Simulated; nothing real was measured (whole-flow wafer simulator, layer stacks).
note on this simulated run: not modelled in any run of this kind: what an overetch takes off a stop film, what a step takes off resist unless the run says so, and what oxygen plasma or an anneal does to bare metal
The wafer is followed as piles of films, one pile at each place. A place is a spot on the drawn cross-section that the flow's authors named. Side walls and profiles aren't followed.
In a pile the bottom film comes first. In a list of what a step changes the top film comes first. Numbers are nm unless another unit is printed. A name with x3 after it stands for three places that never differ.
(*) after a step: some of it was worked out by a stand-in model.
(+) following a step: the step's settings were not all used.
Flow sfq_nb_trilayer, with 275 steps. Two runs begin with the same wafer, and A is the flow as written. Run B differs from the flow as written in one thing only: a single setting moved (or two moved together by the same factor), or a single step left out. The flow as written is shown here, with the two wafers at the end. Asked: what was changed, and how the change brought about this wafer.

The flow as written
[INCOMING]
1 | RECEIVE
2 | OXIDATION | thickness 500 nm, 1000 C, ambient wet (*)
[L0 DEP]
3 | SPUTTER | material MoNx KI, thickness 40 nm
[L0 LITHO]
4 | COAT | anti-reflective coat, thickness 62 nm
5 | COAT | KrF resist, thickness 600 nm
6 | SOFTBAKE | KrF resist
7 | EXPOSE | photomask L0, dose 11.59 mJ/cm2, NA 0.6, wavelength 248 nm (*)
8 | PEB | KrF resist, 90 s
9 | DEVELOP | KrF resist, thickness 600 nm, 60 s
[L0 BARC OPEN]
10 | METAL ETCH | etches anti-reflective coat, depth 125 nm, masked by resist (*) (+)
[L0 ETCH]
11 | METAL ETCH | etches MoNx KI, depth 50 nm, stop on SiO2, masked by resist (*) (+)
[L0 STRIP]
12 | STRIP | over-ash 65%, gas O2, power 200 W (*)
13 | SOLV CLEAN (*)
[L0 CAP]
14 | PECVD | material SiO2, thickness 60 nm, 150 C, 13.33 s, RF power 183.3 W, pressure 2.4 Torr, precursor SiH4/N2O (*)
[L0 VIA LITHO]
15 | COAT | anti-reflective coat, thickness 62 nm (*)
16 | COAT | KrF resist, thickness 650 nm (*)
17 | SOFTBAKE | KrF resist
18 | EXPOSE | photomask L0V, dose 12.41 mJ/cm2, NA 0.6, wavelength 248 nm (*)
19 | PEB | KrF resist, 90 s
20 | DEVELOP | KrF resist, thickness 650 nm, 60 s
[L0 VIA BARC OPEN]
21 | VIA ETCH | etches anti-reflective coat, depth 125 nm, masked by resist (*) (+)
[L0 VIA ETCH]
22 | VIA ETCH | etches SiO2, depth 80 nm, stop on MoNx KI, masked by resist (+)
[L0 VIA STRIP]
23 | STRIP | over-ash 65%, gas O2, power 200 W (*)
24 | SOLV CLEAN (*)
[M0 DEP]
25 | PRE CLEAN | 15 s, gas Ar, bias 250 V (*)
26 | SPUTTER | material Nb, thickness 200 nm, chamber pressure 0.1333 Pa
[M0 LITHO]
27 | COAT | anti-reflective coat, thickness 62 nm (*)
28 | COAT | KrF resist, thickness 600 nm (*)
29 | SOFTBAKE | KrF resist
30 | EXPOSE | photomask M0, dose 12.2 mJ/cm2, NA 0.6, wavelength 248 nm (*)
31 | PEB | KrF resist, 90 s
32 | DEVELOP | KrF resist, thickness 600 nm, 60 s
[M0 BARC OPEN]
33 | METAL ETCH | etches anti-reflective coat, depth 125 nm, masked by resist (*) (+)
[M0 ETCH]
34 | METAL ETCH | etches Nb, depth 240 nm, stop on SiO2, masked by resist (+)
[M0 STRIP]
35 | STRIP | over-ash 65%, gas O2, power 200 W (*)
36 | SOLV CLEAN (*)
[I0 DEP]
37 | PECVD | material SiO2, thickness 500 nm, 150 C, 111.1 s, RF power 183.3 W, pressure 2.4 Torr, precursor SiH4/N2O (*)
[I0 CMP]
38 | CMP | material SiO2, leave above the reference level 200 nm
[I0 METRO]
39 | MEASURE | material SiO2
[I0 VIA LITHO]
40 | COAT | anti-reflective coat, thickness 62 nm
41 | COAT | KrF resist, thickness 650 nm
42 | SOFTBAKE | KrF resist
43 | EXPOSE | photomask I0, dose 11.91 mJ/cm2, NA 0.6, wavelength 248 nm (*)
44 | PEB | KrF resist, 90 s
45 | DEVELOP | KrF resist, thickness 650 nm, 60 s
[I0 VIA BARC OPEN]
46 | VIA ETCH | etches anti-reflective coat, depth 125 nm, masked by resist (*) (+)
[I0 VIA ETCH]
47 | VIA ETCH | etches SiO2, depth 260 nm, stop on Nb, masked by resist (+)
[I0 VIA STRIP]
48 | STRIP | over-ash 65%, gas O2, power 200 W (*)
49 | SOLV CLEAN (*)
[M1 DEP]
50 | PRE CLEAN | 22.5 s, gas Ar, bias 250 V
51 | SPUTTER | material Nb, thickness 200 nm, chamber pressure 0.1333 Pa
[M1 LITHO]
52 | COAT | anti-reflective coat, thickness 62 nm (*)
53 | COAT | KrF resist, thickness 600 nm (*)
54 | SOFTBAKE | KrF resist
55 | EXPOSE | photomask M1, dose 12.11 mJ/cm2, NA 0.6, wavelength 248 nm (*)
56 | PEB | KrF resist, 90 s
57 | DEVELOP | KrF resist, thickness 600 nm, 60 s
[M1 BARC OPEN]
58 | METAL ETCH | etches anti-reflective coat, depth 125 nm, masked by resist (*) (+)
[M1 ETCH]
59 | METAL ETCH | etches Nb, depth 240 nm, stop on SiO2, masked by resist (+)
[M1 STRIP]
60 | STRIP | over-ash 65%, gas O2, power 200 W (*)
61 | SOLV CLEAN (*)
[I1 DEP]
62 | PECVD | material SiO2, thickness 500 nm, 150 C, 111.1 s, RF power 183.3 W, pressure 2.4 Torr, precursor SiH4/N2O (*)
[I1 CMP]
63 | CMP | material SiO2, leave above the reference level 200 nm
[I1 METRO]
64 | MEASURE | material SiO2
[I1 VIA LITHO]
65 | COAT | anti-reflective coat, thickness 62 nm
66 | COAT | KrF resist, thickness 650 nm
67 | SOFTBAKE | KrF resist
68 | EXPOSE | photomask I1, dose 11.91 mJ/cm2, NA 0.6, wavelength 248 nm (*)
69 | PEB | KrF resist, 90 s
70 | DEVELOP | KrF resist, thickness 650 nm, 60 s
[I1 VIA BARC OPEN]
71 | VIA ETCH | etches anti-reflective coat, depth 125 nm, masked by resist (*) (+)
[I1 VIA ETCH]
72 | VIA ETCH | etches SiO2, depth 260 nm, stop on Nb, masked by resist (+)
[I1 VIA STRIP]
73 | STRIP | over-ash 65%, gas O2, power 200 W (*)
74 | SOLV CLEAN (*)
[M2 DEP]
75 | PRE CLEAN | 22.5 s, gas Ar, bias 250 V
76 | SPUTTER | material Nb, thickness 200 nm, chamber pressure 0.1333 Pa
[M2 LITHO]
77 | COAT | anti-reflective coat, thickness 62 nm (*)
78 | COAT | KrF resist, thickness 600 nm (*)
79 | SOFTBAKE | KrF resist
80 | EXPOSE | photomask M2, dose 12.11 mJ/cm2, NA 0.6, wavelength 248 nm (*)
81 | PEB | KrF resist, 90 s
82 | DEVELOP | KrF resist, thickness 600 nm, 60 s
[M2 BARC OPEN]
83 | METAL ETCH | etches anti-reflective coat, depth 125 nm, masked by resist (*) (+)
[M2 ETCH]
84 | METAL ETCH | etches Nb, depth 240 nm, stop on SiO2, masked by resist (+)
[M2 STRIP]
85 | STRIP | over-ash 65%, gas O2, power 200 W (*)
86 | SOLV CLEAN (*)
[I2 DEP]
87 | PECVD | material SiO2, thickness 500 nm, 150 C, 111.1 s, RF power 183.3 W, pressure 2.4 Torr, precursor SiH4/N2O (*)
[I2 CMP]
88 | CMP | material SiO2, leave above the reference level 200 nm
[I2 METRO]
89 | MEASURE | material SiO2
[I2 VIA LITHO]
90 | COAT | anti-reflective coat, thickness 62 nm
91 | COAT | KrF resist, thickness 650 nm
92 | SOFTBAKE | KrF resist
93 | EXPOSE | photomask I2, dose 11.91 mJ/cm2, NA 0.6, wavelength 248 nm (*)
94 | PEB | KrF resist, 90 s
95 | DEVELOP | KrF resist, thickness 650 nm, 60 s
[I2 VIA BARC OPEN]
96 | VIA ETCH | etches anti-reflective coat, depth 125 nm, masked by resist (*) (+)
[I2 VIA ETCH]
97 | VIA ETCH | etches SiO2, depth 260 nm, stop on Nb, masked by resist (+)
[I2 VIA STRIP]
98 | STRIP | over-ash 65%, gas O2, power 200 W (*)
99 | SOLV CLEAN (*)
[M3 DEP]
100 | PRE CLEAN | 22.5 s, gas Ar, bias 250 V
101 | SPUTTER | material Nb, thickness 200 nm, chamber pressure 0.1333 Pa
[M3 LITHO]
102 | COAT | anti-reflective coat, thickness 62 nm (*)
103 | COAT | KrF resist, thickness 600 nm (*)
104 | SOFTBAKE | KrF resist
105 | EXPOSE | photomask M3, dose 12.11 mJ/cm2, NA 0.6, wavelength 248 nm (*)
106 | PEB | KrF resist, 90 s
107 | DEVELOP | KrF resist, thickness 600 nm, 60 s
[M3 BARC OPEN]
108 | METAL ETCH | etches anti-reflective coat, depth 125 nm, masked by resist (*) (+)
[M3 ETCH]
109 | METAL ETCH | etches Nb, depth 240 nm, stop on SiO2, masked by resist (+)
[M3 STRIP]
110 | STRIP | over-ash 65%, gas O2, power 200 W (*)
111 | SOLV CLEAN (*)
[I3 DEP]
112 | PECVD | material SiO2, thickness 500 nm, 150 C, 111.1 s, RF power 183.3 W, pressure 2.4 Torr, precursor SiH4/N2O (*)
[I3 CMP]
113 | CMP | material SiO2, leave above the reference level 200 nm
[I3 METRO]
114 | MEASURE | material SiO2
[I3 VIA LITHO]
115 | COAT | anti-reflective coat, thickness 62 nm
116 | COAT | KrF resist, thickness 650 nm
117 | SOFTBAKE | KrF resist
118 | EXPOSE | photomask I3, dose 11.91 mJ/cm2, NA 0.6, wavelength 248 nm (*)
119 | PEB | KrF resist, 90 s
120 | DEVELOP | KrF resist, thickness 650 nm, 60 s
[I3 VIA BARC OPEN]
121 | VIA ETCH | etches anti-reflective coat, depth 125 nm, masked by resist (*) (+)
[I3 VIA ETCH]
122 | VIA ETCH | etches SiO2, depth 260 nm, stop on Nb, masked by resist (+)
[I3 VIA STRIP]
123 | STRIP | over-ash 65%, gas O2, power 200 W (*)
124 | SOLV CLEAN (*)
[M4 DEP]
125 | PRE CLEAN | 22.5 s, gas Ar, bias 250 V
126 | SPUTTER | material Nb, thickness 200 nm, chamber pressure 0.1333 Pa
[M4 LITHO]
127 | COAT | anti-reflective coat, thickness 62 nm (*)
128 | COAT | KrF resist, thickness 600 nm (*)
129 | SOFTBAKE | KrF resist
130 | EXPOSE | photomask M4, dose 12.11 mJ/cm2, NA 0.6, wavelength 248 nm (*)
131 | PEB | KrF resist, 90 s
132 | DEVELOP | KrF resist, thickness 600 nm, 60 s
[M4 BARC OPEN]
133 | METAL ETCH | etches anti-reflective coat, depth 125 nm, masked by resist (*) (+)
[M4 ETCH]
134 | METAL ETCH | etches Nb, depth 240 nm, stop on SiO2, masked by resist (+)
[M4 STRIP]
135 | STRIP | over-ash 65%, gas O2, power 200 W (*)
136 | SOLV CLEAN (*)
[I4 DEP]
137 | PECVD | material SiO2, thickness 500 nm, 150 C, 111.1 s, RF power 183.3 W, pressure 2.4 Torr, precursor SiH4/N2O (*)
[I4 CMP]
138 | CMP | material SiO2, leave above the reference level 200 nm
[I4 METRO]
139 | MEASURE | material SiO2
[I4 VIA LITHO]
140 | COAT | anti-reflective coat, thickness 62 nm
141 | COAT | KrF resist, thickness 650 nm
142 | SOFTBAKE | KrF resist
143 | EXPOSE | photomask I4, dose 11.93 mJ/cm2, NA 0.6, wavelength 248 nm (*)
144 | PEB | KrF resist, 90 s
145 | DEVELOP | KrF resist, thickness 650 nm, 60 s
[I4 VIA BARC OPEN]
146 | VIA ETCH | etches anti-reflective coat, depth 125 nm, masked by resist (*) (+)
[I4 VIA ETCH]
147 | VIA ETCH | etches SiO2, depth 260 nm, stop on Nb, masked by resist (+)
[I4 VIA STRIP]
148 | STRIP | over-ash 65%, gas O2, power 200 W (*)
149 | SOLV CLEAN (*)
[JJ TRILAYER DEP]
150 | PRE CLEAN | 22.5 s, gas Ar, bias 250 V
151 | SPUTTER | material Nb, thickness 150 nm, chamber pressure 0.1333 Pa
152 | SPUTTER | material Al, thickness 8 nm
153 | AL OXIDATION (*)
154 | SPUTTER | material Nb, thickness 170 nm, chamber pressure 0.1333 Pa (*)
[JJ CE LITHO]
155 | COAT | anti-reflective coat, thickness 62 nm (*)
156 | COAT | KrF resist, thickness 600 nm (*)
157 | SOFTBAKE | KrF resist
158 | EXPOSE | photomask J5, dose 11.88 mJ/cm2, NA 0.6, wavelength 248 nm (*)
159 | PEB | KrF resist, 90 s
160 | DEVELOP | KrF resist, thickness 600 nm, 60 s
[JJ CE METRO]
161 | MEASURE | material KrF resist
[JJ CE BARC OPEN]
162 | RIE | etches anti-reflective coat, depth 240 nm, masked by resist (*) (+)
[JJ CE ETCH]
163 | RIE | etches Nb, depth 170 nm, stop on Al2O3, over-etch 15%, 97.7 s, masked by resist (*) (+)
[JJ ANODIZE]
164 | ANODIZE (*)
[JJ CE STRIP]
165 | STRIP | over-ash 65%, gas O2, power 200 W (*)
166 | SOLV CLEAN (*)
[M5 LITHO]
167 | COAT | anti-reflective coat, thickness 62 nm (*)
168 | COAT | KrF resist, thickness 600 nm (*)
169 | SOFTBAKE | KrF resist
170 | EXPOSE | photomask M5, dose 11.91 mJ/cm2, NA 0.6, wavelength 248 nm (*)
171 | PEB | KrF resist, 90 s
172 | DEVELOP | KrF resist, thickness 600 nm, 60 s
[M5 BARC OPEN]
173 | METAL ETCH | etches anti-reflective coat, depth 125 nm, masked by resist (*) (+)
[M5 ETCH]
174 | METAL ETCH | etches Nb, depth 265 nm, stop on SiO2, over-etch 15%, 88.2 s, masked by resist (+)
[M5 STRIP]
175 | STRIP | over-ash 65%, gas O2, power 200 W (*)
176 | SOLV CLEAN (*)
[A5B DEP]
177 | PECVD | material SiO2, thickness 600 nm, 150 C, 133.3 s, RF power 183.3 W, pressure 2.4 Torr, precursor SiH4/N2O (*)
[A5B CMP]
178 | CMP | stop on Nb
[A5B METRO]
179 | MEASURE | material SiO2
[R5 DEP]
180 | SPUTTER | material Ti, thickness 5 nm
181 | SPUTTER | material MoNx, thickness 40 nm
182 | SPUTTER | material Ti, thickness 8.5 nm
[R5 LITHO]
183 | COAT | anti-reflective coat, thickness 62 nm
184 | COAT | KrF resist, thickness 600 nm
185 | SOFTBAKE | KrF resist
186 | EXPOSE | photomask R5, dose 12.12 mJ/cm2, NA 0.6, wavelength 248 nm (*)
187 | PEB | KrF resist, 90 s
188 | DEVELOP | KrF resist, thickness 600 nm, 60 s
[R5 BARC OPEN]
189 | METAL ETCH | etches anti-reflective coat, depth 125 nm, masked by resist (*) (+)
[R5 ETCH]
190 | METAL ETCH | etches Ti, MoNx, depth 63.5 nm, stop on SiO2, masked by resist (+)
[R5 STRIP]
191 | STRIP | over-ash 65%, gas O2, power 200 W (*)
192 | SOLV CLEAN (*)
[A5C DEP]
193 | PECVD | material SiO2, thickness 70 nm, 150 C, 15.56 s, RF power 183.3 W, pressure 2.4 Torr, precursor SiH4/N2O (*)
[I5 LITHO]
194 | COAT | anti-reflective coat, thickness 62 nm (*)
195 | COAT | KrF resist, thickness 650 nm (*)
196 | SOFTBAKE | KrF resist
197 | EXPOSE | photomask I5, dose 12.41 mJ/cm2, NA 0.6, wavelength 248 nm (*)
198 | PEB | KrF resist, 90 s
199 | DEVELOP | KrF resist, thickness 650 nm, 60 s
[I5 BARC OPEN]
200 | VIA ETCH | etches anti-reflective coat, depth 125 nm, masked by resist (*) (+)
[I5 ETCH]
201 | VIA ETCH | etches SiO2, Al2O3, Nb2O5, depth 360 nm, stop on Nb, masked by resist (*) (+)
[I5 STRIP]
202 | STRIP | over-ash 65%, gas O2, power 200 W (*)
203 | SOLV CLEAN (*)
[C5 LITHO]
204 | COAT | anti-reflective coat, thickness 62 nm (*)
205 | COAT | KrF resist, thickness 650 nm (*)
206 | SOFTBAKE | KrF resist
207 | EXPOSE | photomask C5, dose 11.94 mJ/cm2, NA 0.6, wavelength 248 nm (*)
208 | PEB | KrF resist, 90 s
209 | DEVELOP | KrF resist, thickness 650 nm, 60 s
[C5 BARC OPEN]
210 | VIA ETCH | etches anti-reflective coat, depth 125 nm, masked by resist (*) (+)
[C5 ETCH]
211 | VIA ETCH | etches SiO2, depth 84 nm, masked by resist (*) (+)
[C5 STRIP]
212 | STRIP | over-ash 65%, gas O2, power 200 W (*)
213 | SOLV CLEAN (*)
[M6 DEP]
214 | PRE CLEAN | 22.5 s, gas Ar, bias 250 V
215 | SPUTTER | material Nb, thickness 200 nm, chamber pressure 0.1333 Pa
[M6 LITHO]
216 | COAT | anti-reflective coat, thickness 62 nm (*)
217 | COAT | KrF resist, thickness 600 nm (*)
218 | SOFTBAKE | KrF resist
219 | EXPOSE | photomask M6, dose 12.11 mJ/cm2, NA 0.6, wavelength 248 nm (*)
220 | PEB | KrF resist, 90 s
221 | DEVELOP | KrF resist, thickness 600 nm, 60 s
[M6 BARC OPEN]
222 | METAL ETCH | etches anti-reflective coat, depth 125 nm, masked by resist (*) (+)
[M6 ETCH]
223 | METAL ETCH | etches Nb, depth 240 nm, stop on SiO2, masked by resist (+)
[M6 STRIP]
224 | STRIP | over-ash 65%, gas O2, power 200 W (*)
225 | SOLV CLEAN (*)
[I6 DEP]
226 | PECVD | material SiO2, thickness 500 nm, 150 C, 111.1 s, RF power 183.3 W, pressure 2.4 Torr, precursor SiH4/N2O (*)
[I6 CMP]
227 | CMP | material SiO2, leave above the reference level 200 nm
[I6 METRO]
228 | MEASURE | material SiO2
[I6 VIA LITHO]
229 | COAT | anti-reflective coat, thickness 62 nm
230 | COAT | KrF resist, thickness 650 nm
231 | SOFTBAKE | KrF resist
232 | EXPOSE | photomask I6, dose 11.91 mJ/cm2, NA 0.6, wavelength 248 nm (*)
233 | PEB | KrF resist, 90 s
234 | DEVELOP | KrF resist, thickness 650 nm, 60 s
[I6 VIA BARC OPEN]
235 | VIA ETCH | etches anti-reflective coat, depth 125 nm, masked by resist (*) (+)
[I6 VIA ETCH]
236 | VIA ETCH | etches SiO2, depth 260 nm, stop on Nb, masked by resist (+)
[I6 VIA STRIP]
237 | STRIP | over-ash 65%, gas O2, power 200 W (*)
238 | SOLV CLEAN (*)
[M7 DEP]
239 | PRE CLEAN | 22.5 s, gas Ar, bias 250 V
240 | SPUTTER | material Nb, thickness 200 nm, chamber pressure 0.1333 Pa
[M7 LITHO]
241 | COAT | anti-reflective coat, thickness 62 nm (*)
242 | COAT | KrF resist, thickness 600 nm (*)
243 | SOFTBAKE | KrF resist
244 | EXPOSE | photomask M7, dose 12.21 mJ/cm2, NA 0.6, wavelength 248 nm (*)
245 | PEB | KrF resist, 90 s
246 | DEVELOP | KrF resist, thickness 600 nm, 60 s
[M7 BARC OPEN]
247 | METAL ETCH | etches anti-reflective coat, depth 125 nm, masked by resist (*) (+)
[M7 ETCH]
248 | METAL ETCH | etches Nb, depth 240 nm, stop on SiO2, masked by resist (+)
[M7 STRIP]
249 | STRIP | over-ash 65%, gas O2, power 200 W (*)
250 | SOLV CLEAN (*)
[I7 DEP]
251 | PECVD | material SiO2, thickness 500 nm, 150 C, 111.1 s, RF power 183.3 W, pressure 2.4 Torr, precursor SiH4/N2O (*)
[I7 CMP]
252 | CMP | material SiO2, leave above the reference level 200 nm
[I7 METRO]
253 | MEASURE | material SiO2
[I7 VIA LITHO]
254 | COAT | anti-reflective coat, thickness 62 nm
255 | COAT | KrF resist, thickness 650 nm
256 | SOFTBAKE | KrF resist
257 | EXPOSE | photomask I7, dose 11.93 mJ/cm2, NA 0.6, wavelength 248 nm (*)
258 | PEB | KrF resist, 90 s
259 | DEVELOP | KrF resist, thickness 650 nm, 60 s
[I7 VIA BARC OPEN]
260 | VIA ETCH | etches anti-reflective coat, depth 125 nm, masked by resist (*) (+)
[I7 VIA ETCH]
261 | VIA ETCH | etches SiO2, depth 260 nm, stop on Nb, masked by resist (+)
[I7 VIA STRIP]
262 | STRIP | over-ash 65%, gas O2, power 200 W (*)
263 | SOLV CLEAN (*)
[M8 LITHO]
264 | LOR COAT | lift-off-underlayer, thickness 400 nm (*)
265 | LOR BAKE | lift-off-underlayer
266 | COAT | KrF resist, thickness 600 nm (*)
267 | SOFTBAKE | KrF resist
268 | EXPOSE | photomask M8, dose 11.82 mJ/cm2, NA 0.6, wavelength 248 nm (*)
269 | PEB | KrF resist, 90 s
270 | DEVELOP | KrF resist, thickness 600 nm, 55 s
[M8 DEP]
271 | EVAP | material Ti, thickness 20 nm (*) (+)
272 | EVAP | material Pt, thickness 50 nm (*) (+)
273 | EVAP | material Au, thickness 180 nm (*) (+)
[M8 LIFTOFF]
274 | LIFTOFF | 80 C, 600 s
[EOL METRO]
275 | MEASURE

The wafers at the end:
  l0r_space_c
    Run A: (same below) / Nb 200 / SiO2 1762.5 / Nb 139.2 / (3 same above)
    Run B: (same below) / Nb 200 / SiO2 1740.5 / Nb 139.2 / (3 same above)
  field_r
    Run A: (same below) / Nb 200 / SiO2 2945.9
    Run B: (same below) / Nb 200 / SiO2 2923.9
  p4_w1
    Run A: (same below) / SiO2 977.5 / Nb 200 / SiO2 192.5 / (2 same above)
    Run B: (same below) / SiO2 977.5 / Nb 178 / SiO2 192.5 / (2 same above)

What caused this: step 101, SPUTTER: thickness 178 nm was run, though the flow has thickness 200 nm.
The wafer lets one read it off: p4_w1 has Nb 178, and step 101 as written asks for 200 nm.

How this came from the change, step by step:
  101 | SPUTTER | material Nb, thickness 200 nm, chamber pressure 0.1333 Pa
      field_l, v_sur, via_wl and 102 more: A +200 Nb (new film) | B +178 Nb (new film)
      via_w: A +165.5 Nb | B +147.2 Nb
  102 | COAT | anti-reflective coat, thickness 62 nm (*)
      via_wl, via_wr: A +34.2 anti-reflective coat (new film) | B +33.3 anti-reflective coat (new film)
  109 | METAL ETCH | etches Nb, depth 240 nm, stop on SiO2, masked by resist (+)
      field_l, be, be_sur and 72 more: A -200 Nb (all of it) | B -178 Nb (all of it)
  110 | STRIP | over-ash 65%, gas O2, power 200 W (*)
      via_wl, via_wr: A -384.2 KrF resist (all of it), -34.2 anti-reflective coat (all of it) | B -385.2 KrF resist (all of it), -33.3 anti-reflective coat (all of it)
  112 | PECVD | material SiO2, thickness 500 nm, 150 C, 111.1 s, RF power 183.3 W, pressure 2.4 Torr, precursor SiH4/N2O (*)
      p4_g1, p4_g2, p3_s0, p3_s1, p3_s2, p3_s3, p3_s4, p3_s5: A +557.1 SiO2 | B +535.1 SiO2
  113 | CMP | material SiO2, leave above the reference level 200 nm
      field_l, be, be_sur and 64 more: A -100 SiO2 | B -122 SiO2
